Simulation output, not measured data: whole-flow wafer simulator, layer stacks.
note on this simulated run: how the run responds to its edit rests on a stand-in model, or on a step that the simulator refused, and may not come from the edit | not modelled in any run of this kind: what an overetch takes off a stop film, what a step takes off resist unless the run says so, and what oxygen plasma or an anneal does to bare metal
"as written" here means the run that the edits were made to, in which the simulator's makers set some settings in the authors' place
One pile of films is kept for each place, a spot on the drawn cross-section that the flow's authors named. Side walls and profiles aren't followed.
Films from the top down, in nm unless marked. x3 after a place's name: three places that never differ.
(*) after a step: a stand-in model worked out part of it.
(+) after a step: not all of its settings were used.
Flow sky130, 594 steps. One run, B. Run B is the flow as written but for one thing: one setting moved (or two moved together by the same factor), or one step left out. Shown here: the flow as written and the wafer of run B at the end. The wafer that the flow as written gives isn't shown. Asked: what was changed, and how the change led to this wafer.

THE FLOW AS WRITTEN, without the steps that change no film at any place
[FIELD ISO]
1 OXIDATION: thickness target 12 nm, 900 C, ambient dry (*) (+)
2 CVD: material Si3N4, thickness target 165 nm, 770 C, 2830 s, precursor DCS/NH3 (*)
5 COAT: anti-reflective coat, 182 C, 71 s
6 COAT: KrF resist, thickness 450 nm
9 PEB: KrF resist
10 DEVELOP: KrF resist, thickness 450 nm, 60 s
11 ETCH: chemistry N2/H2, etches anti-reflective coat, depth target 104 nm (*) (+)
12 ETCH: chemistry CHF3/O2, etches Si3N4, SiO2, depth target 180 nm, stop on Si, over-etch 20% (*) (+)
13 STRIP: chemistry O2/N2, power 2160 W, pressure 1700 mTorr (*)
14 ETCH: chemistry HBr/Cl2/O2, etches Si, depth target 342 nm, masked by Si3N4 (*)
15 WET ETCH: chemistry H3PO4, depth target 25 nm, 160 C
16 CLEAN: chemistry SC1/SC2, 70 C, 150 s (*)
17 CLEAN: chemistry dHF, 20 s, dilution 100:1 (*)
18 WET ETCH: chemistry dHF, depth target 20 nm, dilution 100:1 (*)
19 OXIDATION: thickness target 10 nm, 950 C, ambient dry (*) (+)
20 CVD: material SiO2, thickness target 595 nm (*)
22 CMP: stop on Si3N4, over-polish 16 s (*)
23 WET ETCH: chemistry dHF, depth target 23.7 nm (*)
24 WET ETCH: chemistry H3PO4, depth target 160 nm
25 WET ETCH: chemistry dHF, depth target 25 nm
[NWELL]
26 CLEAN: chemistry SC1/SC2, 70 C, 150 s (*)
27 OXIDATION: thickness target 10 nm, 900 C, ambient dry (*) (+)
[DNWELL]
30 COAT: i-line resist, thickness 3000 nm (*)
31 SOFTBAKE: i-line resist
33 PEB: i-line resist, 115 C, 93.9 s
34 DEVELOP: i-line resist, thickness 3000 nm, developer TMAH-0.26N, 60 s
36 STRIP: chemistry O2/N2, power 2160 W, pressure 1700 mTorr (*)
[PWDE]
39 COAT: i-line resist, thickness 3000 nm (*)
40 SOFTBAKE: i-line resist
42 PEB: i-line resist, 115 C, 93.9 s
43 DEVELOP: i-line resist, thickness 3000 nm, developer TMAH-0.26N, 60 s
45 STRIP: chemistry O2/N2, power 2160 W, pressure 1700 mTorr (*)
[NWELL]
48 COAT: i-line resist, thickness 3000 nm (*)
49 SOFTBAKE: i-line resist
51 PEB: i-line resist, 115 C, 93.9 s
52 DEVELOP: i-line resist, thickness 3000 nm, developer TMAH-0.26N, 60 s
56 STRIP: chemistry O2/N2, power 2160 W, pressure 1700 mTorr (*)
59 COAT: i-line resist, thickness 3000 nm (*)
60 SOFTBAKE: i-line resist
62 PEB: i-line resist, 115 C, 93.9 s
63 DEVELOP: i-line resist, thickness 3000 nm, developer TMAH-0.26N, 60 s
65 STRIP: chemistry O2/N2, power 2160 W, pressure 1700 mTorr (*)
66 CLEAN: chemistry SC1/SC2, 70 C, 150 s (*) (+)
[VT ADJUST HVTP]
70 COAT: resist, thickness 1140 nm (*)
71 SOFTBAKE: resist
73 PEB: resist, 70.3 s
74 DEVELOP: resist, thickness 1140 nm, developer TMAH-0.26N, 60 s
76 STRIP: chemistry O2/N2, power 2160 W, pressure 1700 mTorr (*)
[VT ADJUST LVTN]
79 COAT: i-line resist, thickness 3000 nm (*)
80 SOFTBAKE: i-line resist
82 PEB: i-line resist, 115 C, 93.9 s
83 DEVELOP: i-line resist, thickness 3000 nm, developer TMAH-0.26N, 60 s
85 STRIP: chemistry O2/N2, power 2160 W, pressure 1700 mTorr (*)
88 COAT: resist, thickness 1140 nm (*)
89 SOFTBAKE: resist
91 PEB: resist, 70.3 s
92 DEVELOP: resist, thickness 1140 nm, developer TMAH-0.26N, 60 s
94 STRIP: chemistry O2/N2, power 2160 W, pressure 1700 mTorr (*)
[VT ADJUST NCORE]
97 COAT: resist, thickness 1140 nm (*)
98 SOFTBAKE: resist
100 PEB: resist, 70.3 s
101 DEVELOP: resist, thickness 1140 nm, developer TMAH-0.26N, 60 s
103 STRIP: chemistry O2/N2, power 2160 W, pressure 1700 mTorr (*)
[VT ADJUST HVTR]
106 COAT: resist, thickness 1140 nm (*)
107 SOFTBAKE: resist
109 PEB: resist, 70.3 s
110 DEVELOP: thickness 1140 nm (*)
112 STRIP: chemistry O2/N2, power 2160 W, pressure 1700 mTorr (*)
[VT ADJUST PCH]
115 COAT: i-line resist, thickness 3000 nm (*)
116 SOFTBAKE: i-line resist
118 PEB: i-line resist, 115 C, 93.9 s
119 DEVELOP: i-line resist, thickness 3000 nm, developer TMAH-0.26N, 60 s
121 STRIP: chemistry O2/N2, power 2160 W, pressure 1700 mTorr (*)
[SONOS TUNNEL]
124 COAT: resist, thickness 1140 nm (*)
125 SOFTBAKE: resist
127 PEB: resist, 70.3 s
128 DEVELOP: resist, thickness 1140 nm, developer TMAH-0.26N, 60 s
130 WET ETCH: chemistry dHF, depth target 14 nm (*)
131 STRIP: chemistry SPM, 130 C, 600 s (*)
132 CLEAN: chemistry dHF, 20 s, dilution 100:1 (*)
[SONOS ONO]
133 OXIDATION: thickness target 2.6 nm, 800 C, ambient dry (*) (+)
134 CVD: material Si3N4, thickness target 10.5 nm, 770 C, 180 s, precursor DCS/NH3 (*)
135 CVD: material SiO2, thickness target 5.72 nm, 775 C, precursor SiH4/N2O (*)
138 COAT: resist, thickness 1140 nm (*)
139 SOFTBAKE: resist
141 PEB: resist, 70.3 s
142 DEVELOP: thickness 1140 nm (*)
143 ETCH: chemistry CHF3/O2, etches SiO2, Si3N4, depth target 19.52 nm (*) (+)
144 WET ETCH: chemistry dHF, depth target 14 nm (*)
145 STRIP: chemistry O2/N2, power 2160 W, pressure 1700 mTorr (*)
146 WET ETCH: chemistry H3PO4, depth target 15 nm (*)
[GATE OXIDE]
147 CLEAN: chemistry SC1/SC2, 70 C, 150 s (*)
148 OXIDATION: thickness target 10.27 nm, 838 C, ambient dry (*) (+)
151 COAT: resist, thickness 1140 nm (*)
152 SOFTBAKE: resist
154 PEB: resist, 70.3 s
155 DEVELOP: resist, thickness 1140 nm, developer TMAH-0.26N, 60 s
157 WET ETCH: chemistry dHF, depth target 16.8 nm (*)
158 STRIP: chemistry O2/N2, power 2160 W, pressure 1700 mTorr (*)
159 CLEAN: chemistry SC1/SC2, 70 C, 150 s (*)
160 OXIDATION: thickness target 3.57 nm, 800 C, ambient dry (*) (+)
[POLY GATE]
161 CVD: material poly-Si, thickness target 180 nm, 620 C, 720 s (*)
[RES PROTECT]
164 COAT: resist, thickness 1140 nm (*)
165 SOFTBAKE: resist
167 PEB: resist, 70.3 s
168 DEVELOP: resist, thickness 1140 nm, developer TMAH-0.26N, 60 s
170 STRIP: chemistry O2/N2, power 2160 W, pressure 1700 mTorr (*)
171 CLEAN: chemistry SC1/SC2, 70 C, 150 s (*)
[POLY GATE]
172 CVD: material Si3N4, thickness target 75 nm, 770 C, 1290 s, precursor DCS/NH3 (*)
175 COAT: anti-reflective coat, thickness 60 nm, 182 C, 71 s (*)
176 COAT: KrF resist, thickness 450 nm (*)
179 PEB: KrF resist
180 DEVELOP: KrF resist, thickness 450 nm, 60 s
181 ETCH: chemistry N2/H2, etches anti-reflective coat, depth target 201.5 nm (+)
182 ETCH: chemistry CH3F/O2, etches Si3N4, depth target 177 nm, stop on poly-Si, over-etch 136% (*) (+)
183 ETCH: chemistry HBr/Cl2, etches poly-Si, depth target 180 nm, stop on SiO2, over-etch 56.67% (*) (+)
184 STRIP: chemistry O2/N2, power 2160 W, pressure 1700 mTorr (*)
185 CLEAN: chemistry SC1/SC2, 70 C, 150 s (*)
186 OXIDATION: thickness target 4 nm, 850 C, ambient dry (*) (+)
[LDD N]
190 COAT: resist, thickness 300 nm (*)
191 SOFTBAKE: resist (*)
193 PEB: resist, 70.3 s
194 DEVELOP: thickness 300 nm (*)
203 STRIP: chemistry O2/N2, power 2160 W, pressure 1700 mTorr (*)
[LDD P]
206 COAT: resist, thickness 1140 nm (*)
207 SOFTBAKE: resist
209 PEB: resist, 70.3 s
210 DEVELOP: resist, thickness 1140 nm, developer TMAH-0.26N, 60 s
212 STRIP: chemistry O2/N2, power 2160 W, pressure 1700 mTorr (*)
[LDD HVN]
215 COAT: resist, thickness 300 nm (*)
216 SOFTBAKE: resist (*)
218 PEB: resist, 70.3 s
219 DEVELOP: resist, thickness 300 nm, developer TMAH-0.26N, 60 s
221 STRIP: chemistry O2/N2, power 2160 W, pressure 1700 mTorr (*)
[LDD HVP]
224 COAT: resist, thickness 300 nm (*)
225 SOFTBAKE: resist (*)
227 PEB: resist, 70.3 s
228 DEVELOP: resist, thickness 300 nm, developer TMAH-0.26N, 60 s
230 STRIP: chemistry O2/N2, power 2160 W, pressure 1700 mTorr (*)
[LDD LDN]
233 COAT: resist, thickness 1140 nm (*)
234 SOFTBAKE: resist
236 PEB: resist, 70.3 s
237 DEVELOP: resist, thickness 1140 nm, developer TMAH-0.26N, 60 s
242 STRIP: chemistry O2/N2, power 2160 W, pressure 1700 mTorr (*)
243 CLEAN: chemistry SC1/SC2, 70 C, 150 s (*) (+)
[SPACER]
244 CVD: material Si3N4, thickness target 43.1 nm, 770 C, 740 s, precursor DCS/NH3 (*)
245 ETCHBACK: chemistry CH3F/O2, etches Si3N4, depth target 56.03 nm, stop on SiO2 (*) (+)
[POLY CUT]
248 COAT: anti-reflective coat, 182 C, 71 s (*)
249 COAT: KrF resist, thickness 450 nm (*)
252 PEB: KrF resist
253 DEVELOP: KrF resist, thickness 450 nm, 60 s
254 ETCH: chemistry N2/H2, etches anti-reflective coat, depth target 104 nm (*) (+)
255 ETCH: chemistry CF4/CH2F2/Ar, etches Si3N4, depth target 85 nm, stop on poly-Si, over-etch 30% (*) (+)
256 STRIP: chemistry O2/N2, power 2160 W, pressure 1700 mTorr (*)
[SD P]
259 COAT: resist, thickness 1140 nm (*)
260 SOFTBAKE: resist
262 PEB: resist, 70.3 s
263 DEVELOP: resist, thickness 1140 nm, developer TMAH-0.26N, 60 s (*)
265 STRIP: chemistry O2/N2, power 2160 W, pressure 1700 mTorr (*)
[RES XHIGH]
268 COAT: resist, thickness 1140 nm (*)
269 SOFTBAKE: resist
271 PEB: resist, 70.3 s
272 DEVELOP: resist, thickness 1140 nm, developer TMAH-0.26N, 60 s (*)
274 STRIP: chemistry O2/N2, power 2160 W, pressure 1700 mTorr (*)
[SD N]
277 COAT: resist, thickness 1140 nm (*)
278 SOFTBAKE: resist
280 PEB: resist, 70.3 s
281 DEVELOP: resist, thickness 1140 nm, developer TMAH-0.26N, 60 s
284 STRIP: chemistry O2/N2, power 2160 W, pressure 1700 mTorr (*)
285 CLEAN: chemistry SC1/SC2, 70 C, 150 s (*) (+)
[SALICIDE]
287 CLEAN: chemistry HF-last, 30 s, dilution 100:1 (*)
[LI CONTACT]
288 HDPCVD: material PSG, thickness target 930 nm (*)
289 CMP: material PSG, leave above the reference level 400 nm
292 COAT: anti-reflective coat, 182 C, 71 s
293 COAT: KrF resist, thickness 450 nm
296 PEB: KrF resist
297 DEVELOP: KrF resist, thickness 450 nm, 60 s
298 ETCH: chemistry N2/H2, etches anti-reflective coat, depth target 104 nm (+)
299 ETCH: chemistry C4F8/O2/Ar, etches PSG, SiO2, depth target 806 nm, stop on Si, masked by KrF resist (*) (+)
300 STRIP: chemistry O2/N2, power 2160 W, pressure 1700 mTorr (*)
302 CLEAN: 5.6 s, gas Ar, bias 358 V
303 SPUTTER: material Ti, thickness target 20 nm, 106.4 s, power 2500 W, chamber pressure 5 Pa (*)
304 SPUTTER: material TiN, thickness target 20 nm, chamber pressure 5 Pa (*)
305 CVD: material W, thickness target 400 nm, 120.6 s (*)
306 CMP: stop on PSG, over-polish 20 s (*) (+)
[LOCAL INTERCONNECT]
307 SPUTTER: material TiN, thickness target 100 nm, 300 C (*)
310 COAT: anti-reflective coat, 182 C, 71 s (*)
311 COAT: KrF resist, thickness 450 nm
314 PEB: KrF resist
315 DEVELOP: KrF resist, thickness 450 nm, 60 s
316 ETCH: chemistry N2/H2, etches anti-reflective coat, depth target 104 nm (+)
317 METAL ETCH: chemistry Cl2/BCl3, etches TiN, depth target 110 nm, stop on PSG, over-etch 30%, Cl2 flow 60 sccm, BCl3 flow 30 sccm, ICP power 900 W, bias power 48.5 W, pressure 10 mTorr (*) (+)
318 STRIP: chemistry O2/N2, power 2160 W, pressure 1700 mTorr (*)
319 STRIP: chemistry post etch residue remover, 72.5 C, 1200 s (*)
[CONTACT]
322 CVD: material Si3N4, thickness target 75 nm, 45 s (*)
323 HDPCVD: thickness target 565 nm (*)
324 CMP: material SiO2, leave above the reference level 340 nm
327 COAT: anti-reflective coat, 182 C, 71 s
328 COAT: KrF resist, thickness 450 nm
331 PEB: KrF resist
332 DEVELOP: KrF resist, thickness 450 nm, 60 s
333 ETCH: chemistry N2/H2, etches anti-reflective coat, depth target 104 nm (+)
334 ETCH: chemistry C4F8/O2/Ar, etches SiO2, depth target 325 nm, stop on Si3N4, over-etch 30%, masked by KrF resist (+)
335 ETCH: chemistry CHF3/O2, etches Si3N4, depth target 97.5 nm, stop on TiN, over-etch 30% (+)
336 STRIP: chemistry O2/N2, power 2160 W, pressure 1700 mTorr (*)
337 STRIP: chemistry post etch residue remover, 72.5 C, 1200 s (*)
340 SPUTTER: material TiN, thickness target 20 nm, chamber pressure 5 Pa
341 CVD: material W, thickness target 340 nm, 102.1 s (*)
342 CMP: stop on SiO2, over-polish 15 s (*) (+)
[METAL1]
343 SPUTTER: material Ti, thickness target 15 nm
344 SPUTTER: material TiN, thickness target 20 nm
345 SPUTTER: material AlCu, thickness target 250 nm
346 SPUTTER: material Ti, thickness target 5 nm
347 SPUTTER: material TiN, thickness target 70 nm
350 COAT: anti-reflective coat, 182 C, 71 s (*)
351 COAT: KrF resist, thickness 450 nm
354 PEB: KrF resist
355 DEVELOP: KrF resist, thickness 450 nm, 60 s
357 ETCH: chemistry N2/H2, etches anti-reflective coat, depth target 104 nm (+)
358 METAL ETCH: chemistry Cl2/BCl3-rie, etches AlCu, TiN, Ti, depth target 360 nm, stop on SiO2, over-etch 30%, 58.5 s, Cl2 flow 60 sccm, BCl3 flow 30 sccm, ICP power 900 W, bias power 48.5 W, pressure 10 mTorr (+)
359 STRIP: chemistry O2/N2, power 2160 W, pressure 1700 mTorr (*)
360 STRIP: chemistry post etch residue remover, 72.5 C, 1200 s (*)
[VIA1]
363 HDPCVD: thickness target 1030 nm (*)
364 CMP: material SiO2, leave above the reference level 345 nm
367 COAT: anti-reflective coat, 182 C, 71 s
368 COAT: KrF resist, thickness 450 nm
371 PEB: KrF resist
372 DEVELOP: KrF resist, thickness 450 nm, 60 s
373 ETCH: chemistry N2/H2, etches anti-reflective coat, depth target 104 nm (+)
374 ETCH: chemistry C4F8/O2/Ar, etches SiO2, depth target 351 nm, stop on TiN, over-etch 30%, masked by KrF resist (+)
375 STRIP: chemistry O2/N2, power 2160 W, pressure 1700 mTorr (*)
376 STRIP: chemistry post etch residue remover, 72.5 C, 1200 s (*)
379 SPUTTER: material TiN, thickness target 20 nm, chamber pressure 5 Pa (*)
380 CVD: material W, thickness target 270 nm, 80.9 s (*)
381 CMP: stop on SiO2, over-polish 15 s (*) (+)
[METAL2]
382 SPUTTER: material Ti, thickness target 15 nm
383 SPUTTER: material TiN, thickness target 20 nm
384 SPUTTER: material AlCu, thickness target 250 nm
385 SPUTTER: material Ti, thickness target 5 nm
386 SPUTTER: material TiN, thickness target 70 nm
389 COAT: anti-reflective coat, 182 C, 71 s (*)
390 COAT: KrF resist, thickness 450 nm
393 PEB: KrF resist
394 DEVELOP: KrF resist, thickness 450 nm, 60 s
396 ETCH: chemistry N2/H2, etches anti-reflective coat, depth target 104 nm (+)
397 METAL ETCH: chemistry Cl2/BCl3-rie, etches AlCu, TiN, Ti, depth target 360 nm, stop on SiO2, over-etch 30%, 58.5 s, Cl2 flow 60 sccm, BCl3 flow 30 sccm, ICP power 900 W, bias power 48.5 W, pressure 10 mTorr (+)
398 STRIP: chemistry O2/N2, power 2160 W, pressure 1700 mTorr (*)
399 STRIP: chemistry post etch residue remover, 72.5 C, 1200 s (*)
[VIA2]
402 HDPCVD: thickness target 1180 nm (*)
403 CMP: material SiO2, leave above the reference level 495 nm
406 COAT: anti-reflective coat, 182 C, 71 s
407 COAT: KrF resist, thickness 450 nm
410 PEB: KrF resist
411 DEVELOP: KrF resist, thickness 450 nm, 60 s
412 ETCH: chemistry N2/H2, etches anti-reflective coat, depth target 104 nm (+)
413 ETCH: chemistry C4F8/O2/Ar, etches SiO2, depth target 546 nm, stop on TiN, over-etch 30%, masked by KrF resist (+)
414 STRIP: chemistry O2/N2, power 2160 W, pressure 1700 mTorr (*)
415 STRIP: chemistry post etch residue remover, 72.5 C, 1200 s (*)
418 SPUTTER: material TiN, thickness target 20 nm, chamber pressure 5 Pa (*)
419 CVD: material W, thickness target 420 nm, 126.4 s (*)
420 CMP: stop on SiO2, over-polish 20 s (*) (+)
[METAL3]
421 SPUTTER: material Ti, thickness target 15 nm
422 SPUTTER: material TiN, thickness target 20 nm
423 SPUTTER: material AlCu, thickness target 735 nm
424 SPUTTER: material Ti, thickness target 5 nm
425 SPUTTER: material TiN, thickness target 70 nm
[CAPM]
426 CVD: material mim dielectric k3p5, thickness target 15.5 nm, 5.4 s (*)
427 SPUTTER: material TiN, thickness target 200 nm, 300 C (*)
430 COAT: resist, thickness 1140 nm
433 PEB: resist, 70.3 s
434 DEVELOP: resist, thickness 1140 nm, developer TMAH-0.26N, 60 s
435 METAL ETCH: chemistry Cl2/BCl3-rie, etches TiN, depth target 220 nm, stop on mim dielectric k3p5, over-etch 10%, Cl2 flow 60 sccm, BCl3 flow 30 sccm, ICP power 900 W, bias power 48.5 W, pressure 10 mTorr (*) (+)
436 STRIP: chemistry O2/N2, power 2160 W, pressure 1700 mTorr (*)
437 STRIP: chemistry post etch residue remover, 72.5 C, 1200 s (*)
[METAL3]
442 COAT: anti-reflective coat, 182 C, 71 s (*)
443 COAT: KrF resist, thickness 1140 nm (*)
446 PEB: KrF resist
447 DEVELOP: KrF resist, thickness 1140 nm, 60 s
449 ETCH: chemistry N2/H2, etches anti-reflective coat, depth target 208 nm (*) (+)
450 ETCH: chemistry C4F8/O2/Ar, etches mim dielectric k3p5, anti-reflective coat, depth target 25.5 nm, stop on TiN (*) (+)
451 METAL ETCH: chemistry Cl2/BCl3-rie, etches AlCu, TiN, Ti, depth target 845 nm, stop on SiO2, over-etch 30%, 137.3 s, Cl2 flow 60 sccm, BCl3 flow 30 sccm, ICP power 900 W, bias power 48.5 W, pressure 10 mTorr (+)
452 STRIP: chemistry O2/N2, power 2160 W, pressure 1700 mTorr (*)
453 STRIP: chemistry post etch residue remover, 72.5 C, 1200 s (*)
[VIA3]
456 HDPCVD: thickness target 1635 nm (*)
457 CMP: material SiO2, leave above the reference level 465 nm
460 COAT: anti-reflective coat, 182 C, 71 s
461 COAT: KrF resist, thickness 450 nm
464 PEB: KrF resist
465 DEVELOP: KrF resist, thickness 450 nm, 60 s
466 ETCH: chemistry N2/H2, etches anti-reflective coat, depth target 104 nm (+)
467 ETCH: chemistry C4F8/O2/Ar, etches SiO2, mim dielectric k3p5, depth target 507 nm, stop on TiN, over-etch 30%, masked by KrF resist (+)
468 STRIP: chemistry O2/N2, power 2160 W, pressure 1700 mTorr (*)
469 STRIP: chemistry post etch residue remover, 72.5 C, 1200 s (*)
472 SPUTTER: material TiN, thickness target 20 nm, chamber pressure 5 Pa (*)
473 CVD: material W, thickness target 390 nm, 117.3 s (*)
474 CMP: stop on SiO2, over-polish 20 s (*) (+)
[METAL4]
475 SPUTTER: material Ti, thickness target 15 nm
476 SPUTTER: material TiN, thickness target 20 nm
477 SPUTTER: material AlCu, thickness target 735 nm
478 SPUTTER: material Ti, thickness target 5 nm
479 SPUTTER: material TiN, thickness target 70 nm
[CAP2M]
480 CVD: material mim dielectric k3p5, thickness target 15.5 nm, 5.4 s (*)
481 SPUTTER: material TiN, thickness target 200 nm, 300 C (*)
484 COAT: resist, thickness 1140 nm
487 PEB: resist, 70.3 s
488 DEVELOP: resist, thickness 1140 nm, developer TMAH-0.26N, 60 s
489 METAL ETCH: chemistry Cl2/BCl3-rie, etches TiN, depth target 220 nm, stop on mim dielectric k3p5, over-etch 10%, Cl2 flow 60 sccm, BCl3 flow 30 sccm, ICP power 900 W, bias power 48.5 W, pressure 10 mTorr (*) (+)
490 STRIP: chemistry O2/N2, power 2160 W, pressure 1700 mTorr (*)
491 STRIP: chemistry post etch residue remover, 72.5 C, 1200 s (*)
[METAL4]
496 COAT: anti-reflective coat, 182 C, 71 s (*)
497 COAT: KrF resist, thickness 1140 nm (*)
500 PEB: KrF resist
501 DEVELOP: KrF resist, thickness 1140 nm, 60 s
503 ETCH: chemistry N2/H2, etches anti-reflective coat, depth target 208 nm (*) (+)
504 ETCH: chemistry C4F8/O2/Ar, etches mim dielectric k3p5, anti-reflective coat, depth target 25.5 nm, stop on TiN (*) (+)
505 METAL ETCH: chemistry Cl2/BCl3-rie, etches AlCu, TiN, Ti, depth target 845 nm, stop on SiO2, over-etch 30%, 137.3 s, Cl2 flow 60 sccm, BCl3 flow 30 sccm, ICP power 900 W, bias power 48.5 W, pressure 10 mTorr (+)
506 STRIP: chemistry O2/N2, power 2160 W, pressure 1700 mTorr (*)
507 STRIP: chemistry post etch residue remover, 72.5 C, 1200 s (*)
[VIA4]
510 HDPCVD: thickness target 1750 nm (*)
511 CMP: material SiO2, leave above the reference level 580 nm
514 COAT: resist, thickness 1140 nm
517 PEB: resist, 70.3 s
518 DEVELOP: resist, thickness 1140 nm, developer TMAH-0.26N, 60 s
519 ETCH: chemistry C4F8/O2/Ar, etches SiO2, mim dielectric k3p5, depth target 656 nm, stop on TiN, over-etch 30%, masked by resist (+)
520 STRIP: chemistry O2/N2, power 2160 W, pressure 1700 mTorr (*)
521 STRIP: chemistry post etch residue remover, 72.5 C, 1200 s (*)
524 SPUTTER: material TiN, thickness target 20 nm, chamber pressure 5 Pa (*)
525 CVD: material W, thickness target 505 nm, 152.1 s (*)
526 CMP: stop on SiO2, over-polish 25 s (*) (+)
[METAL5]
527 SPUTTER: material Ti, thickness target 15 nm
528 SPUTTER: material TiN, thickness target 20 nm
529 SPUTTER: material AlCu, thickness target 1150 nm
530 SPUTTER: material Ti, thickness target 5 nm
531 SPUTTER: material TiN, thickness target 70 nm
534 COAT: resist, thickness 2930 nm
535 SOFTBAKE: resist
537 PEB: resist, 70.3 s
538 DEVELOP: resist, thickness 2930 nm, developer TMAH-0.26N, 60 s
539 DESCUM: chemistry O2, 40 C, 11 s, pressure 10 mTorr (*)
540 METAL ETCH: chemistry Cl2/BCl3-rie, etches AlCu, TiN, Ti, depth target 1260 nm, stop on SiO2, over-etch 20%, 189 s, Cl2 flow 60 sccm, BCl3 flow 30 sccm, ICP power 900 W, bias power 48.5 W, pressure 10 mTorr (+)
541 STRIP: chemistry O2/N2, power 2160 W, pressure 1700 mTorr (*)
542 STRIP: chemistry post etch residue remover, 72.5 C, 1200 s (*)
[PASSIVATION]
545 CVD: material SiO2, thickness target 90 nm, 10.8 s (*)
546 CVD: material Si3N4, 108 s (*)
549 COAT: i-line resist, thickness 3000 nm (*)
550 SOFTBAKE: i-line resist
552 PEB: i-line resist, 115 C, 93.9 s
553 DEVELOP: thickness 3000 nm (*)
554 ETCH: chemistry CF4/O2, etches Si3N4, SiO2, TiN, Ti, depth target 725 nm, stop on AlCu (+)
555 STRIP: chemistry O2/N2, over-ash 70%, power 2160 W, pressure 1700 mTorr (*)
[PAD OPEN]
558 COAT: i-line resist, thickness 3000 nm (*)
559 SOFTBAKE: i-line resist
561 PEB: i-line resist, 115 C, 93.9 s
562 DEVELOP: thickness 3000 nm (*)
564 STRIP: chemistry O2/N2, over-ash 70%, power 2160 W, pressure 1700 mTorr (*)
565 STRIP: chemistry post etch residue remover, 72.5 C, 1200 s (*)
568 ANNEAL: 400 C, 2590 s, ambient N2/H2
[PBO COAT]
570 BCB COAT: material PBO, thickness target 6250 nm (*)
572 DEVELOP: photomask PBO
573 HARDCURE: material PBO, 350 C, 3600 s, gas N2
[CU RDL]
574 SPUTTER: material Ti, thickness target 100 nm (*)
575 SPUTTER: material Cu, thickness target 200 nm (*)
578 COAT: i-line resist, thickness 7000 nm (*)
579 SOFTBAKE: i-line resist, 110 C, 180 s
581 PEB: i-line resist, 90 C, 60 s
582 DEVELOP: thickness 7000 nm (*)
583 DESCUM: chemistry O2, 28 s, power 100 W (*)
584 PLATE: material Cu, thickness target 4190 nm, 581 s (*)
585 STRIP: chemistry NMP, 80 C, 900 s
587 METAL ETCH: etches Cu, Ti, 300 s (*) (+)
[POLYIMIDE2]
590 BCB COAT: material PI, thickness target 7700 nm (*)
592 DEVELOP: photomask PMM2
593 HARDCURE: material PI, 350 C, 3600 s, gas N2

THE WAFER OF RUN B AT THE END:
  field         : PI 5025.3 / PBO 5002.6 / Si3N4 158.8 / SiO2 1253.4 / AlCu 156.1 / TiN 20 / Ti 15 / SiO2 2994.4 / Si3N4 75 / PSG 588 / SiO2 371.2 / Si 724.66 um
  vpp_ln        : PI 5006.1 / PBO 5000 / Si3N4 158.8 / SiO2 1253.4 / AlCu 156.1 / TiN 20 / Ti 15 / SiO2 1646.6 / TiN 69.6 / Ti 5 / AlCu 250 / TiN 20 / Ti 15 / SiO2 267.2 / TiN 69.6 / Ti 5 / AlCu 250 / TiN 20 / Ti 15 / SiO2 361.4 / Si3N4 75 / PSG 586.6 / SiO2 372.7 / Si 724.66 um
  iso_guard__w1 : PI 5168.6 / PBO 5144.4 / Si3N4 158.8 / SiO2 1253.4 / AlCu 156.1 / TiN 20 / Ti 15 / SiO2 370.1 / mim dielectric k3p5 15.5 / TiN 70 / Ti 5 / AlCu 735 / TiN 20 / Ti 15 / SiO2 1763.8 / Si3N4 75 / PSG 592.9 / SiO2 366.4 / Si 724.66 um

The cause: step 505, METAL ETCH: depth target 498.6 nm was run, where the flow has depth target 845 nm; step 505, METAL ETCH: 81 s was run, where the flow has 137.3 s.

How the change led to this, step by step:
  505 METAL ETCH: chemistry Cl2/BCl3-rie, etches AlCu, TiN, Ti, depth target 845 nm, stop on SiO2, over-etch 30%, 137.3 s, Cl2 flow 60 sccm, BCl3 flow 30 sccm, ICP power 900 W, bias power 48.5 W, pressure 10 mTorr (+)
      field, gate, spacer and 68 more: TiN -70 (all of it), Ti -5 (all of it), AlCu -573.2 (as written it would be: TiN -70 (all of it), Ti -5 (all of it), AlCu -735 (all of it), TiN -20 (all of it), Ti -15 (all of it), SiO2 -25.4)
      active, vpp_iso1, mim_edge_plate and 14 more: TiN -70 (all of it), Ti -5 (all of it), AlCu -573.2 (as written it would be: TiN -70 (all of it), Ti -5 (all of it), AlCu -735 (all of it), TiN -20 (all of it), Ti -15 (all of it), SiO2 -25.3)
      (and at 105 more places)
  506 STRIP: chemistry O2/N2, power 2160 W, pressure 1700 mTorr (*)
      gate_hv, mim, dice_street and 76 more: KrF resist -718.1 (all of it), anti-reflective coat -80 (all of it) (as written it would be: KrF resist -492.9 (all of it), anti-reflective coat -80 (all of it))
      n_well, p_well, sd_n, sd_p, pad, mim_edge_plate_strap, mim_edge_gap_sheet: KrF resist -718 (all of it), anti-reflective coat -80 (all of it) (as written it would be: KrF resist -492.9 (all of it), anti-reflective coat -80 (all of it))
      (and at 19 more places)
  507 STRIP: chemistry post etch residue remover, 72.5 C, 1200 s (*)
      field, active, gate and 85 more: AlCu -5.72 (as written it would be: nothing)
  510 HDPCVD: thickness target 1750 nm (*)
      field, active, gate and 85 more: SiO2 +1750 (new film) (as written it would be: SiO2 +1750)
  511 CMP: material SiO2, leave above the reference level 580 nm
      field, active, gate and 77 more: SiO2 -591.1 (as written it would be: SiO2 -374.7)
      iso_guard__w1, mim_edge_gap, vpp_l1ln, vpp_m3ln, rpm_encl, via2_enc, rpm_encl_psd, iso_guard_nsd_tip: SiO2 -591.1 (as written it would be: SiO2 -374.6)
Counting metal films that touch as one body, field has 1 body; the flow as written gives 0 bodies.
Counting metal films that touch as one body, vpp_ln has 3 bodies (between them, from the top down: SiO2 1646.6; SiO2 267.2); the flow as written gives 2 bodies (between them, from the top down: SiO2 267.2).
Counting metal films that touch as one body, iso_guard__w1 has 2 bodies (between them, from the top down: SiO2 370.1 / mim dielectric k3p5 15.5); the flow as written gives 1 body.
